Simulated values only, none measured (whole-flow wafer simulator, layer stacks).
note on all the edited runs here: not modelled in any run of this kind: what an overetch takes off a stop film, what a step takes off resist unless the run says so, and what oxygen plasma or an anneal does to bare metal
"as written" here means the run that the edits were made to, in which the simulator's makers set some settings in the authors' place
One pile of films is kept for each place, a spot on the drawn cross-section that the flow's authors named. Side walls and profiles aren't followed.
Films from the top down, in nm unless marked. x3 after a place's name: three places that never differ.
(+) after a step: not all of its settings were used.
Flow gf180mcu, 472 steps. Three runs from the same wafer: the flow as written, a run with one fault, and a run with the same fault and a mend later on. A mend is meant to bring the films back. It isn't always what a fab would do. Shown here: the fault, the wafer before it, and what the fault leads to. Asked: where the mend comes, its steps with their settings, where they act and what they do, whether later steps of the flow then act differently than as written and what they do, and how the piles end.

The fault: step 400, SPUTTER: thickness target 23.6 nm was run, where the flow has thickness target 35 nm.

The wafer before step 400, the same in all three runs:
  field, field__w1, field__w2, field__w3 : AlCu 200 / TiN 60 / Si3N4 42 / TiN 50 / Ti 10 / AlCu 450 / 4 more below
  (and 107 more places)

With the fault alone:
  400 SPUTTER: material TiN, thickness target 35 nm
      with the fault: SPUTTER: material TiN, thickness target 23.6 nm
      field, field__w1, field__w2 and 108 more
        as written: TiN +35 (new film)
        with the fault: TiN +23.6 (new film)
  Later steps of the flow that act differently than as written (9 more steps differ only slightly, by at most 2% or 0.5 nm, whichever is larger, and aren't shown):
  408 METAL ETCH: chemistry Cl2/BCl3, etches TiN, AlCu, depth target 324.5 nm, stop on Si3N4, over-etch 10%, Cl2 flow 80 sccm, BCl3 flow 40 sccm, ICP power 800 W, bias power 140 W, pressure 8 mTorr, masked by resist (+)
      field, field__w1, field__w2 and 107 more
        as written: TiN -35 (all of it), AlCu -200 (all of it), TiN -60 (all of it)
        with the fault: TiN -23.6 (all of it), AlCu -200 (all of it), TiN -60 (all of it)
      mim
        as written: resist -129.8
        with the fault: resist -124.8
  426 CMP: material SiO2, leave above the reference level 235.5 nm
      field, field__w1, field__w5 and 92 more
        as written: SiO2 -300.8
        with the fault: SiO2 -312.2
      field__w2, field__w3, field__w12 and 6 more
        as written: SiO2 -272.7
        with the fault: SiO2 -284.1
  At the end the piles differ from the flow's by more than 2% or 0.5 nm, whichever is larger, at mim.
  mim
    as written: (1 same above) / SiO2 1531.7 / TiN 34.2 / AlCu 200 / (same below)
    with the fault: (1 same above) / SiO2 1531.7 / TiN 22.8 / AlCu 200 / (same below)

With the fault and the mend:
  The mend comes after step 400.
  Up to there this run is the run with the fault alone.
  400a SPUTTER: material TiN, thickness target 11.4 nm (the flow's step 400 once more, with other settings)
      field, field__w1, field__w2 and 108 more
        TiN +11.4
  No later step of the flow acts differently than as written at any place that is followed.
  At the end the piles are the same as the flow's at every place that both follow.
